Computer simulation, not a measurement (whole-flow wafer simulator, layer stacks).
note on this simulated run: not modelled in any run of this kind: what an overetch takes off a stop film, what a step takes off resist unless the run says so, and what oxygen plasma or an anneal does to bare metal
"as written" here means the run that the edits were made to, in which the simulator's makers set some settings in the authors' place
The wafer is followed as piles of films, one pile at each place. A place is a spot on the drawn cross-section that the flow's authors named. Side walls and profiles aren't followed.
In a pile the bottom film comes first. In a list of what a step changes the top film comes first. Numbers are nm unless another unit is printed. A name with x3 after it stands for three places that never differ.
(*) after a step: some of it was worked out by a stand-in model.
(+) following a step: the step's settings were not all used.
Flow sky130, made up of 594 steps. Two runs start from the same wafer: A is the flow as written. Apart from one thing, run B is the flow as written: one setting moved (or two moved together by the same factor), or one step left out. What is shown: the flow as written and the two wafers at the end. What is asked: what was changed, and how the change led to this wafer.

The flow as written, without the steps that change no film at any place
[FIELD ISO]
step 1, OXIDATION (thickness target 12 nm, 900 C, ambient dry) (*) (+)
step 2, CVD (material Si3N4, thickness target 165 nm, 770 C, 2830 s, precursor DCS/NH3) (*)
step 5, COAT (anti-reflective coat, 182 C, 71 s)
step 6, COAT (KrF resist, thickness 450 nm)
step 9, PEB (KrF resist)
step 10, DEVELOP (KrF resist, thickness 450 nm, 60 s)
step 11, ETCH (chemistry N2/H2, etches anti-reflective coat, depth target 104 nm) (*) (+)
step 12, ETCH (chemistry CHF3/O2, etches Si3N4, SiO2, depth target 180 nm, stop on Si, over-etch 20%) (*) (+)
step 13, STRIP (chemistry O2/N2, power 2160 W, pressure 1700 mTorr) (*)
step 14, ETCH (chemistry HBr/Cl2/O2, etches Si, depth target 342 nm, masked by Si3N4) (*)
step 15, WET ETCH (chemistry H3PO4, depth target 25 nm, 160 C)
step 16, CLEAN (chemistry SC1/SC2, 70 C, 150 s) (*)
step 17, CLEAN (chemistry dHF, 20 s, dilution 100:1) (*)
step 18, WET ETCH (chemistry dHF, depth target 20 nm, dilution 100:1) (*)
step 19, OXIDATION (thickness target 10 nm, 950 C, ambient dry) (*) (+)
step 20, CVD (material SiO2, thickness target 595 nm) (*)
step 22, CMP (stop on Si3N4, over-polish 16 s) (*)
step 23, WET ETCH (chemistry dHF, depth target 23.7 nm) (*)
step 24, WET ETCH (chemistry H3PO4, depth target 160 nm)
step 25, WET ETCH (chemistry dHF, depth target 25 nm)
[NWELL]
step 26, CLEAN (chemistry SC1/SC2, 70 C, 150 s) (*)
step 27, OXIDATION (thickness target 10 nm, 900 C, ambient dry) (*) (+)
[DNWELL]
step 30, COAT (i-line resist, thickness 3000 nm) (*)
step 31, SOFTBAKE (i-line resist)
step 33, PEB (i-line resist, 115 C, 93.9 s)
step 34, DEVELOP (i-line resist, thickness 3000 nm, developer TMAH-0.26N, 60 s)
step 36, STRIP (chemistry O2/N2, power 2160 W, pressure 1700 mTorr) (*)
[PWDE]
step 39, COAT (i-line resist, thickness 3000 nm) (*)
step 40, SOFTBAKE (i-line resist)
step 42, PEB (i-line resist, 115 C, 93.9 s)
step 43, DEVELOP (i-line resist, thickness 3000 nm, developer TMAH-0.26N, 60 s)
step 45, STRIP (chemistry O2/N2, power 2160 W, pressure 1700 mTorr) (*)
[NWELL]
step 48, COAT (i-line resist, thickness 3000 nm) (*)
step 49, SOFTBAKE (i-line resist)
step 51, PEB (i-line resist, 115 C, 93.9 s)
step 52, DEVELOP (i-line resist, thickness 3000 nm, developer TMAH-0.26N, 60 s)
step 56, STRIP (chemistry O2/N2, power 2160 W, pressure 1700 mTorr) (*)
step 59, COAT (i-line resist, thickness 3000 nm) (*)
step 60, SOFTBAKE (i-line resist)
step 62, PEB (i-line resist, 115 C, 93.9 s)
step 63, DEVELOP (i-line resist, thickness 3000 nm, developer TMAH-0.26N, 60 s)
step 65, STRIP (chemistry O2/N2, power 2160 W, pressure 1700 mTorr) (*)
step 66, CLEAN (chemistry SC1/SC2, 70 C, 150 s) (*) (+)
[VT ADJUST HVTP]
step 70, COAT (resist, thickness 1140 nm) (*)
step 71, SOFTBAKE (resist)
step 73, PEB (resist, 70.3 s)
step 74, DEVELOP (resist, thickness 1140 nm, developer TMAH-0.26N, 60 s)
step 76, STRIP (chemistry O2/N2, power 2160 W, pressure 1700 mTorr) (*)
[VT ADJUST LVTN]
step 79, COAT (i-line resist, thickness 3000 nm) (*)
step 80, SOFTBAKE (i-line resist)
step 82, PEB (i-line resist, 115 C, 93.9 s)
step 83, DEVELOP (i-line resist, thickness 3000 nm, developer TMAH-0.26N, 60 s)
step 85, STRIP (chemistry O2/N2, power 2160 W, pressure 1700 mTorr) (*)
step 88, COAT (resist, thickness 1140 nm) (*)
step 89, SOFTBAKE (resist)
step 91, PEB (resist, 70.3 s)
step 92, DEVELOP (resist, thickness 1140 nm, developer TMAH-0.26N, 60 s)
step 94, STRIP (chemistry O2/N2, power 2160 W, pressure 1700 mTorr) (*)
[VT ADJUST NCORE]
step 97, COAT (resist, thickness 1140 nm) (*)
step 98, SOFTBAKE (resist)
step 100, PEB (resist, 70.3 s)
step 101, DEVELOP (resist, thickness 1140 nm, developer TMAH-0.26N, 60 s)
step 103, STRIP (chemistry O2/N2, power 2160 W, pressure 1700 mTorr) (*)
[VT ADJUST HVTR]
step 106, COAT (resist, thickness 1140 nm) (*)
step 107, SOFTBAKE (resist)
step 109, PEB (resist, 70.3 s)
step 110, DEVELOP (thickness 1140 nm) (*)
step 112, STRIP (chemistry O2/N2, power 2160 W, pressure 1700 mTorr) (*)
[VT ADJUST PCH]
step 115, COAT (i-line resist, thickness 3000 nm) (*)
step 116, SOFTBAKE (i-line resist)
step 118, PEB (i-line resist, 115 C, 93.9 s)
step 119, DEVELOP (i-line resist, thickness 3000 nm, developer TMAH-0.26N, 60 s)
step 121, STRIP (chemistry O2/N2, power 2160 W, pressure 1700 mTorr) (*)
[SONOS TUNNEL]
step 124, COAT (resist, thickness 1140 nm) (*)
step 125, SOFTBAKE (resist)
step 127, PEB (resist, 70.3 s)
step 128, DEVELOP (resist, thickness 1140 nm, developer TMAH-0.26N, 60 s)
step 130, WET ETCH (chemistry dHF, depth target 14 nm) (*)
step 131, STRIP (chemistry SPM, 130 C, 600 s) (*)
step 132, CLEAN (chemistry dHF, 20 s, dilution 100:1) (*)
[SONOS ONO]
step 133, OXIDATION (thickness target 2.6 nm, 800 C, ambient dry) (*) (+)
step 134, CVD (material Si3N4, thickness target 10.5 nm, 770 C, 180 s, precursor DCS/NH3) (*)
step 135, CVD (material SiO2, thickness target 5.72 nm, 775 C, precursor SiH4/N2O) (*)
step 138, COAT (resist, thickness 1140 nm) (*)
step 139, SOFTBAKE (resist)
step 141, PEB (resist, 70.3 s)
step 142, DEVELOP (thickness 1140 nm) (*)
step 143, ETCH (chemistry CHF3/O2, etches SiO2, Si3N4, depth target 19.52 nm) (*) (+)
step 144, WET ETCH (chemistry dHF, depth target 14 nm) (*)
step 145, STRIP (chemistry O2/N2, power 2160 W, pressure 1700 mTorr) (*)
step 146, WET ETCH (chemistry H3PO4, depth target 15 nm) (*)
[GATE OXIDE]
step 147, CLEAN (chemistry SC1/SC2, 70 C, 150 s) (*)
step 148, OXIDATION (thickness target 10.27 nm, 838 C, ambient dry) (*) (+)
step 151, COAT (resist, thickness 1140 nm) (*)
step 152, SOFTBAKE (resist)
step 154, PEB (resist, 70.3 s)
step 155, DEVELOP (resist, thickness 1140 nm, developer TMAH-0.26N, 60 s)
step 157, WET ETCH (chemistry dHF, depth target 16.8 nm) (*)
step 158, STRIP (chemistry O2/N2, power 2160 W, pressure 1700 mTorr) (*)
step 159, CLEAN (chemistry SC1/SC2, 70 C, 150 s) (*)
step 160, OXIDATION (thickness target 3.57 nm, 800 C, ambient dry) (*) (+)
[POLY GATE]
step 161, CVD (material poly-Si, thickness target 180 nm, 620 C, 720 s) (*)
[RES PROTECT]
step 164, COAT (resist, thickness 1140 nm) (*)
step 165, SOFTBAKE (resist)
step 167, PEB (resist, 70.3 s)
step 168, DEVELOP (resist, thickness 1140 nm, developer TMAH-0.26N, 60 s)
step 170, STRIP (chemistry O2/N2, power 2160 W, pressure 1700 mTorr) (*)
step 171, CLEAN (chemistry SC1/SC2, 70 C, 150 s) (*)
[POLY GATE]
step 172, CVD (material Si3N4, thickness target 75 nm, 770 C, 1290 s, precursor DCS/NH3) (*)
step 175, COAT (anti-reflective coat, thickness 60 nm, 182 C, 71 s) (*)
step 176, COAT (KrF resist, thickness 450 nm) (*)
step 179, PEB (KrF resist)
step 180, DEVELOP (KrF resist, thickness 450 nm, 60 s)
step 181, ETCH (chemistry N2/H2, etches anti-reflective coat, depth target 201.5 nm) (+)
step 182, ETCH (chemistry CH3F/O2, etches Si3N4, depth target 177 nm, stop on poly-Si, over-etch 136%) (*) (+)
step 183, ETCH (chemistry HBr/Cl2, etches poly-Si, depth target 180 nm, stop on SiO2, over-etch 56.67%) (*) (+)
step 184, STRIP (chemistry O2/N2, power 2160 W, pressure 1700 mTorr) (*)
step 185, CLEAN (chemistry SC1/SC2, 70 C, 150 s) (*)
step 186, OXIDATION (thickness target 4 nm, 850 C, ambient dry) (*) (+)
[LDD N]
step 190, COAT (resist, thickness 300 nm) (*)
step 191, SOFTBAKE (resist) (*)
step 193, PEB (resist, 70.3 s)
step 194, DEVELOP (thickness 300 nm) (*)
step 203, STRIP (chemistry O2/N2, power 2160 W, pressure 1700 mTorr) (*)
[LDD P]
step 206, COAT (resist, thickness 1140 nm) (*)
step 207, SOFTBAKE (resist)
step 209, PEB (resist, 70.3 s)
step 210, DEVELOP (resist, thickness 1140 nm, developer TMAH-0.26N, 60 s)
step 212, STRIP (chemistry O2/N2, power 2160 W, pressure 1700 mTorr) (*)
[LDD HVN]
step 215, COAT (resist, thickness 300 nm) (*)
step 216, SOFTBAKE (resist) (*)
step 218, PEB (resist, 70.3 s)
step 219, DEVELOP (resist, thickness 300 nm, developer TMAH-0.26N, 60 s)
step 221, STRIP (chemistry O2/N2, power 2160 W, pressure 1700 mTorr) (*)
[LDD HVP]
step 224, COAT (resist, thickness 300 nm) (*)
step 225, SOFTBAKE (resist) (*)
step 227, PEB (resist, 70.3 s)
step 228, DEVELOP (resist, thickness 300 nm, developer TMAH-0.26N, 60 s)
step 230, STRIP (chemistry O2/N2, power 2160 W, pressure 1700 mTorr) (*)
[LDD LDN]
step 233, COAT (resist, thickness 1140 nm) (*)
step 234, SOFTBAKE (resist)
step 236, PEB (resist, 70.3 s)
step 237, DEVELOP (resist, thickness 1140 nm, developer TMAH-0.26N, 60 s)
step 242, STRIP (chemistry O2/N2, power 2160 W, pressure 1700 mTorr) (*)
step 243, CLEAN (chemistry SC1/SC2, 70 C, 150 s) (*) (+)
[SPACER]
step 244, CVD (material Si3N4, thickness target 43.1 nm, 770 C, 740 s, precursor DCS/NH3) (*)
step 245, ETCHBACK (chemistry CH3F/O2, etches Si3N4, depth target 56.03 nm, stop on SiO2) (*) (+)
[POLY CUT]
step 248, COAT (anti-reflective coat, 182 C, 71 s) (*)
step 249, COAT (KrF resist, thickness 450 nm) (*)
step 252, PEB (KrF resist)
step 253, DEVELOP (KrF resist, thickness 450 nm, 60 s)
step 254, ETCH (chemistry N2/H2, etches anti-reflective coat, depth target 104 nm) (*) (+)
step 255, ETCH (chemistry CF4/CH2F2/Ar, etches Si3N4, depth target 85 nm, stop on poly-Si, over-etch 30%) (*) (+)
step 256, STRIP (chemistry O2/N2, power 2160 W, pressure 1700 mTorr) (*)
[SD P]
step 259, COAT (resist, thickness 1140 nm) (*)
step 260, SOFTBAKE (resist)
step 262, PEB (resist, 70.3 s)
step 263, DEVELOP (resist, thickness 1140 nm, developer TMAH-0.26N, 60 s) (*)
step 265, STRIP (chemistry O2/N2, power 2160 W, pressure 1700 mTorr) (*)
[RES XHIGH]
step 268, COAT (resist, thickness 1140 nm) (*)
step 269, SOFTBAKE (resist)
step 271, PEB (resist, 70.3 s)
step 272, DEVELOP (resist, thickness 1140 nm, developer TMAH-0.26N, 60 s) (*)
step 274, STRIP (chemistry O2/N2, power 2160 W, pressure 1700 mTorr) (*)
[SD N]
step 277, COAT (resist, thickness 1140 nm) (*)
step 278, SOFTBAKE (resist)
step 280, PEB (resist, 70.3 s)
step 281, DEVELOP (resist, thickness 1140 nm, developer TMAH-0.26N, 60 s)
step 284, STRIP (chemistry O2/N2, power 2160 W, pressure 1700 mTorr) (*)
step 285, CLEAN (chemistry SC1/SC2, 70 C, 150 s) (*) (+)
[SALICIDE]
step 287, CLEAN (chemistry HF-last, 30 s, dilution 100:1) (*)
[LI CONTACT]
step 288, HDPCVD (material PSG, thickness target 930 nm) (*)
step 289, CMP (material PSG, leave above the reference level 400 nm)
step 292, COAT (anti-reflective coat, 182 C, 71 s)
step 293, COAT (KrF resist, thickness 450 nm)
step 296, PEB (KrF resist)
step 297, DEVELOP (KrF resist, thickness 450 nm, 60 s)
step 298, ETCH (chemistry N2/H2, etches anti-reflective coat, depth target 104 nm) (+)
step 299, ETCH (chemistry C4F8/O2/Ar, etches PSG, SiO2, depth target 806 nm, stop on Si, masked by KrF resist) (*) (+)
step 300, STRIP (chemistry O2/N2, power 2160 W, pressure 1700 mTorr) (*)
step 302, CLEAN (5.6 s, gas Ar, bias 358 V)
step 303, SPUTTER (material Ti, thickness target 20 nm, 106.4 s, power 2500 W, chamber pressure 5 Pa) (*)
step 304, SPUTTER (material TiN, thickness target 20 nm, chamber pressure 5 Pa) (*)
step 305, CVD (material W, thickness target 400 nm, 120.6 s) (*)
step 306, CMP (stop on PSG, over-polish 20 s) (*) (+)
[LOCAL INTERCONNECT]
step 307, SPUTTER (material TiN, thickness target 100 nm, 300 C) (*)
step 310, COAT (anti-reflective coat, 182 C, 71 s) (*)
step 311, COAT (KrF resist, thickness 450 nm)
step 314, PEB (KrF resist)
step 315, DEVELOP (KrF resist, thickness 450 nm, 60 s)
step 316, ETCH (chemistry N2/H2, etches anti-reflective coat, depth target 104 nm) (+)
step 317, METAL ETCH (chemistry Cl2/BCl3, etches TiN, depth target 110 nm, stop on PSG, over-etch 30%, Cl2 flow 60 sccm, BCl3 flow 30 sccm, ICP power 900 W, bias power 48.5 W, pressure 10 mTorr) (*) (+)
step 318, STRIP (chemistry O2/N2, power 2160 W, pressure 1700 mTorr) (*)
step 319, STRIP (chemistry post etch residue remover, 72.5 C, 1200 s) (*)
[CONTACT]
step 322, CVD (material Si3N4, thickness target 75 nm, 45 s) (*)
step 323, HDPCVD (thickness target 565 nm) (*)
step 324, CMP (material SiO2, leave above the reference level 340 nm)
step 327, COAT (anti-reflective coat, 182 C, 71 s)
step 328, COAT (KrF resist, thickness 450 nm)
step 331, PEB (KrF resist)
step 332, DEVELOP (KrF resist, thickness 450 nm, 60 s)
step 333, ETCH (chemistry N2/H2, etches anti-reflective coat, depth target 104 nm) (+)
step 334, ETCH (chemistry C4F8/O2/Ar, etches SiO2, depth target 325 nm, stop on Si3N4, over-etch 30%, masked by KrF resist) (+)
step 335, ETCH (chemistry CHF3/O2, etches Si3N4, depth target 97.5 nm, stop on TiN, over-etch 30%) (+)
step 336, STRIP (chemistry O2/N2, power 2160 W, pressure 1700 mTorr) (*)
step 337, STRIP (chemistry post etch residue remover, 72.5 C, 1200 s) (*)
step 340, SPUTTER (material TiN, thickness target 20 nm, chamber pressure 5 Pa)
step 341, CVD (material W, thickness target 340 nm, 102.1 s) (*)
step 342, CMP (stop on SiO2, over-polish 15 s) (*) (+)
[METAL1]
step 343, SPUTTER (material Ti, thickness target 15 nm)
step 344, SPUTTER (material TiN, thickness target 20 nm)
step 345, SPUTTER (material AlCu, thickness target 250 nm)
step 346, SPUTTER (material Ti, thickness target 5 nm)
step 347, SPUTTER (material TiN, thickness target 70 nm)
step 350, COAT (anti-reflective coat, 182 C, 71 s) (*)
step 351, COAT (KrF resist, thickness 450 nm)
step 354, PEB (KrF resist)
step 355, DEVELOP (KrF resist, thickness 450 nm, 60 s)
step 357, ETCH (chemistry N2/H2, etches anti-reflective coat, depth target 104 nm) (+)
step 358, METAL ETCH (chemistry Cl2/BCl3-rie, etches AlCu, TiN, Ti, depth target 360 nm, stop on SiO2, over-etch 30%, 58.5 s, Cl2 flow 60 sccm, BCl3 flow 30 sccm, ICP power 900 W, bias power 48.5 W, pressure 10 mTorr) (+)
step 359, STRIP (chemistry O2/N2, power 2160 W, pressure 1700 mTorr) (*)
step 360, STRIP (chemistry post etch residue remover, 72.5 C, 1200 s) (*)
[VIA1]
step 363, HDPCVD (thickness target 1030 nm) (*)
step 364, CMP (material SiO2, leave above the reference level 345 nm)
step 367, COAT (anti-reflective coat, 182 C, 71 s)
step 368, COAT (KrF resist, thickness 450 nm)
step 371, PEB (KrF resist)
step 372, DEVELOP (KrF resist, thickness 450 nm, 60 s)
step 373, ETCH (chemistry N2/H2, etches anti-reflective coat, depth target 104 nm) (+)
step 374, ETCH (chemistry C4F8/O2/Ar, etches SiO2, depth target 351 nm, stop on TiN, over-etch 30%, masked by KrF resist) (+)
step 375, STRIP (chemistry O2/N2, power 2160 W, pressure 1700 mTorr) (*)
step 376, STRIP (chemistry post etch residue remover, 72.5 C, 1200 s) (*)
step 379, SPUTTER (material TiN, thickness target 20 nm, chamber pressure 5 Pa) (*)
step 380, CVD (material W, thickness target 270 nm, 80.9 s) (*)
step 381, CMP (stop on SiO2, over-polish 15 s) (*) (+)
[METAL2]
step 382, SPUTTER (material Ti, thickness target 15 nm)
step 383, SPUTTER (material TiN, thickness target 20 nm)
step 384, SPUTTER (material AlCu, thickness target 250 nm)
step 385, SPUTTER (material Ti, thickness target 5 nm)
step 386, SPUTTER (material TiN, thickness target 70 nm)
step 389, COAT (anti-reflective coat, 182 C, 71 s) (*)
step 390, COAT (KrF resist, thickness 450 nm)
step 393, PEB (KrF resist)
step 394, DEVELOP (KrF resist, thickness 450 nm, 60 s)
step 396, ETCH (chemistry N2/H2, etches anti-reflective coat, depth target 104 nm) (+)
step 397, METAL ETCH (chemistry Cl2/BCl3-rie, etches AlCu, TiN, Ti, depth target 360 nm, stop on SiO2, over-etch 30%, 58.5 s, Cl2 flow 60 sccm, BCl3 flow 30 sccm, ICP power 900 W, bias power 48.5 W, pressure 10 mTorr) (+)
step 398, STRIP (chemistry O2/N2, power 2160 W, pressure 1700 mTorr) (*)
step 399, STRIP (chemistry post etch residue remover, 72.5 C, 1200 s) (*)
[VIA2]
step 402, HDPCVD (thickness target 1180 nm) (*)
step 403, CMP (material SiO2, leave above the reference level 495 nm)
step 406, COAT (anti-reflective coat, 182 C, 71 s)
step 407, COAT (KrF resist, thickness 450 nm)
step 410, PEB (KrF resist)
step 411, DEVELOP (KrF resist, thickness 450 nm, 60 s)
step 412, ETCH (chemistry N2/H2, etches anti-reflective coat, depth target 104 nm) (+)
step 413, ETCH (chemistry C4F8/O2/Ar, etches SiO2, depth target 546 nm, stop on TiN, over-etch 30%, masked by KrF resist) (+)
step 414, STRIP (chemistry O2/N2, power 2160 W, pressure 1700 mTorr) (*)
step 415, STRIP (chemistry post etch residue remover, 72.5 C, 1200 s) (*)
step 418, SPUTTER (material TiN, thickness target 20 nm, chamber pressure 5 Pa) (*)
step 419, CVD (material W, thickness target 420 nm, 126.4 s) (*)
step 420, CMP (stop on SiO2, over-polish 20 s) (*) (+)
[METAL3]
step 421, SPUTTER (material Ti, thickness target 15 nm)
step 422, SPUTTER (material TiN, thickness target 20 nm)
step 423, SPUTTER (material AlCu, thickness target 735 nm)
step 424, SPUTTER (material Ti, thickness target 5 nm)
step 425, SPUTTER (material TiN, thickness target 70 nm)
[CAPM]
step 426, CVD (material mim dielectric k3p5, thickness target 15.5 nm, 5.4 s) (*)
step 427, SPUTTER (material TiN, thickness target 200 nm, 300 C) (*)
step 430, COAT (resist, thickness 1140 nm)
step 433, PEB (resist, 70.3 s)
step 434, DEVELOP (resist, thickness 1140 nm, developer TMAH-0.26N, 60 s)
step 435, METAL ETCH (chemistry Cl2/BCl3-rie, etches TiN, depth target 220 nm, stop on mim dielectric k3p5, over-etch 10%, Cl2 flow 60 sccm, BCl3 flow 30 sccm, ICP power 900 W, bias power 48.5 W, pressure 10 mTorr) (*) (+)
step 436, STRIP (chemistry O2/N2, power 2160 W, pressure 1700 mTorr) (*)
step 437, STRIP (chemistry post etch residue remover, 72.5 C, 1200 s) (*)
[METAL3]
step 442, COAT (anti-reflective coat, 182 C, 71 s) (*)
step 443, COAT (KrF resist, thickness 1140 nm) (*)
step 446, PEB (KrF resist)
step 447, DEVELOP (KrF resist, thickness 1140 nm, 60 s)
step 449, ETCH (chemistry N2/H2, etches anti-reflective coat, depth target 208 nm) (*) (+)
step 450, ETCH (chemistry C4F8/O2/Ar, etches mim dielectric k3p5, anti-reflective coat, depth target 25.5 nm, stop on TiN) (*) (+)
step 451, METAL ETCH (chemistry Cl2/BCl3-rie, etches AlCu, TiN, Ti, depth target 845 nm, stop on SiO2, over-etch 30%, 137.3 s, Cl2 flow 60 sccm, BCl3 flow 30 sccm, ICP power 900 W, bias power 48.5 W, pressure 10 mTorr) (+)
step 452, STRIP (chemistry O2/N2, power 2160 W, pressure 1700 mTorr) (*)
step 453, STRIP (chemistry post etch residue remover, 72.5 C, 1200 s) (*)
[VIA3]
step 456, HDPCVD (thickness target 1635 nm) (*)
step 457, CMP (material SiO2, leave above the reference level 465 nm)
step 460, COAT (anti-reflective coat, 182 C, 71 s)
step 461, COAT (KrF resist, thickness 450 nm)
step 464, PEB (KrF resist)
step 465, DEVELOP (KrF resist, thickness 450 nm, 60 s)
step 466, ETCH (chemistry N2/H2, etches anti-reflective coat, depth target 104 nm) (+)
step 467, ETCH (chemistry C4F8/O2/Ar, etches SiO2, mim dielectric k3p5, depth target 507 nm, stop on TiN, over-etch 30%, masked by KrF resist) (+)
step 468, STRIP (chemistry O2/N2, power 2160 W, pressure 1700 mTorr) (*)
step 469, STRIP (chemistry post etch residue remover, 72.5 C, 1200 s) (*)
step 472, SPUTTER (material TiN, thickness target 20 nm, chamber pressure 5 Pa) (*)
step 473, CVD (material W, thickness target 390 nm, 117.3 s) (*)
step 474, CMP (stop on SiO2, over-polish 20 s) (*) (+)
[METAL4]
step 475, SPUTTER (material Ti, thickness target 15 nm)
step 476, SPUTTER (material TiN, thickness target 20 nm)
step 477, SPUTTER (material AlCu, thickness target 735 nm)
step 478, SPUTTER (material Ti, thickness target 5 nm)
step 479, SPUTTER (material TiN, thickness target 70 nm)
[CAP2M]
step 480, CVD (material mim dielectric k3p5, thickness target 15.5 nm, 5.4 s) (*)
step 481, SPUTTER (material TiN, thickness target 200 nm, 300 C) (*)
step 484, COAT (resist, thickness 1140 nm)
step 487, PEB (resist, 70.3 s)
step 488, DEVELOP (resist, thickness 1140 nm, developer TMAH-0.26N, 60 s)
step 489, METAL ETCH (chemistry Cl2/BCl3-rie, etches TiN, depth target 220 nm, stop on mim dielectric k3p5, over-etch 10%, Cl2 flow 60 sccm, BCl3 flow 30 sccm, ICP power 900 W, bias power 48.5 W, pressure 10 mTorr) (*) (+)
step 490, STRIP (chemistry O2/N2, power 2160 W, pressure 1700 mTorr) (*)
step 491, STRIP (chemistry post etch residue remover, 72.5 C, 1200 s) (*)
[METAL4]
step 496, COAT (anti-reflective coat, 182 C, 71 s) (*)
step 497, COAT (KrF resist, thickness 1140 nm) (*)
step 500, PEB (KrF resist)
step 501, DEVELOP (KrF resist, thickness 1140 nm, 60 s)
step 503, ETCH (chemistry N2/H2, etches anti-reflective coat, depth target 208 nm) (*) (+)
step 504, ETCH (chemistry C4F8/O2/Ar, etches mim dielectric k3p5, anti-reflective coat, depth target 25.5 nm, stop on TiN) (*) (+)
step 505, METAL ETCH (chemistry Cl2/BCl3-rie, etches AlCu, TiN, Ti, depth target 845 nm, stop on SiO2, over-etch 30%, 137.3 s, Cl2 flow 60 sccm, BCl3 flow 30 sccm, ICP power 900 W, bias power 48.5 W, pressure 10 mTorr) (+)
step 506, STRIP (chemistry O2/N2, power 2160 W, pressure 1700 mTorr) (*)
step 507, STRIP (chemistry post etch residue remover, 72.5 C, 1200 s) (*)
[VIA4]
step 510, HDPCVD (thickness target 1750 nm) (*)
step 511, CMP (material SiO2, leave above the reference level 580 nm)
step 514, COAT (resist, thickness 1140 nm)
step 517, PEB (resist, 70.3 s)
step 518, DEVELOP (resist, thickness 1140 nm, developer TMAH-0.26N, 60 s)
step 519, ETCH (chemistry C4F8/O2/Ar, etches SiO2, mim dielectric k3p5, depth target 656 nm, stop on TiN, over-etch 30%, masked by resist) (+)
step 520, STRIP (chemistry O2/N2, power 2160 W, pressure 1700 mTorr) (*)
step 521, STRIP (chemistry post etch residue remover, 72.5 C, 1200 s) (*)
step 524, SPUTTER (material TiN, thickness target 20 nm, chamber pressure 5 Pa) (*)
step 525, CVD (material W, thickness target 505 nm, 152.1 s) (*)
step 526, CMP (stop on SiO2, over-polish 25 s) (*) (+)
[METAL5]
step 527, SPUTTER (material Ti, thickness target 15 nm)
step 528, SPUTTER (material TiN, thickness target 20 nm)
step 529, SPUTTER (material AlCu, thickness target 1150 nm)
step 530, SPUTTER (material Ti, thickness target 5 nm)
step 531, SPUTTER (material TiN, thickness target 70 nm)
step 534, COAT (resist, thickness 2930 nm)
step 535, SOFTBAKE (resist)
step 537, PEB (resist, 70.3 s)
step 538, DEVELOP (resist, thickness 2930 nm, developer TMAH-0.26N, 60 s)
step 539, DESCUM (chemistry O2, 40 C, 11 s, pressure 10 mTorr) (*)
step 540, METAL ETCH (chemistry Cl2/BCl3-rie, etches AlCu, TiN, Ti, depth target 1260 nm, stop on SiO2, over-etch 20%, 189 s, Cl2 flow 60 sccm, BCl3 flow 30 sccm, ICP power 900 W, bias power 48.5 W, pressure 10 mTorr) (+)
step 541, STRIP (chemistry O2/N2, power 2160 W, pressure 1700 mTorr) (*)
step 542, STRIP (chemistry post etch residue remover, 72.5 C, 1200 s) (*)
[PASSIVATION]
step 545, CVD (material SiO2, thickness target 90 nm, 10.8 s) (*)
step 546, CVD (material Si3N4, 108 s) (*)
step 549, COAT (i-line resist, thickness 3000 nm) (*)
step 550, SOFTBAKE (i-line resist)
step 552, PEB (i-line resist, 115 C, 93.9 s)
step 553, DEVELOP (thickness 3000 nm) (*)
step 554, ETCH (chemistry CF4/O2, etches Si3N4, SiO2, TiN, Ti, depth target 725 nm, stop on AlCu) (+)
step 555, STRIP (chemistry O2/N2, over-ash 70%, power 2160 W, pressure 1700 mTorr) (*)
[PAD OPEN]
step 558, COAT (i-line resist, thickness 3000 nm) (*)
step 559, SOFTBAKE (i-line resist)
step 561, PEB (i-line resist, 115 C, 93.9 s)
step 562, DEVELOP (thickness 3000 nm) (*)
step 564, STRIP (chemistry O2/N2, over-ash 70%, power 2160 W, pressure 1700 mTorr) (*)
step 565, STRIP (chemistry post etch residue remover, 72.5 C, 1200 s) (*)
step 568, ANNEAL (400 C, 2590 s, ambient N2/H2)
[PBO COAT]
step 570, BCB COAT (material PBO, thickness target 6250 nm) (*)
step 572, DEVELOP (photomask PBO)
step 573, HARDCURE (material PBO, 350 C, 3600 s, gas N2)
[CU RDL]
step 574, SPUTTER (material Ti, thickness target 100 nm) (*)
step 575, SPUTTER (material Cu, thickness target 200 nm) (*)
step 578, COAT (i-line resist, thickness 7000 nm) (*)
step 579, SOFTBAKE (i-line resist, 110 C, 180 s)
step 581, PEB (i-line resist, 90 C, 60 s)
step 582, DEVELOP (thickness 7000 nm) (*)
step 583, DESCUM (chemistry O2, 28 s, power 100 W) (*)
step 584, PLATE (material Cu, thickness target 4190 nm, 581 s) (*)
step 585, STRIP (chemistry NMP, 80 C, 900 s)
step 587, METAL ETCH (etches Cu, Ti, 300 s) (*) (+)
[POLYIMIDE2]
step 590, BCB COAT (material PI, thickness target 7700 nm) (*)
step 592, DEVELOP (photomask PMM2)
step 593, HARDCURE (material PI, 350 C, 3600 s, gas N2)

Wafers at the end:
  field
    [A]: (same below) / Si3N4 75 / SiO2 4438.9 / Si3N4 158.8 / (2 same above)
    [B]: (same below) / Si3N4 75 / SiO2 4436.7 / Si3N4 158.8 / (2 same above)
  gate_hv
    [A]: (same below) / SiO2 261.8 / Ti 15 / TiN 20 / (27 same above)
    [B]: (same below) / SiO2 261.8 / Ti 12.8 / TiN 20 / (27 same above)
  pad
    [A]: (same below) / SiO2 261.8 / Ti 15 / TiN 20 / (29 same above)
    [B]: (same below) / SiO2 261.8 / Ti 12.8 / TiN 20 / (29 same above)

What caused this: step 343, SPUTTER: thickness target 12.8 nm was run, while the flow as written has thickness target 15 nm.
The wafer itself shows it: gate_hv has Ti 12.8, and step 343 as written asks for 15 nm.

The path from the change to this, step by step:
  step 343, SPUTTER (material Ti, thickness target 15 nm)
      field, active, n_well and 188 more: A +15 Ti (new film) | B +12.8 Ti (new film)
  step 358, METAL ETCH (chemistry Cl2/BCl3-rie, etches AlCu, TiN, Ti, depth target 360 nm, stop on SiO2, over-etch 30%, 58.5 s, Cl2 flow 60 sccm, BCl3 flow 30 sccm, ICP power 900 W, bias power 48.5 W, pressure 10 mTorr) (+)
      field, active, gate and 81 more: A -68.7 TiN (all of it), -5 Ti (all of it), -250 AlCu (all of it), -20 TiN (all of it), -15 Ti (all of it), -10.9 SiO2 | B -68.7 TiN (all of it), -5 Ti (all of it), -250 AlCu (all of it), -20 TiN (all of it), -12.8 Ti (all of it), -11.2 SiO2
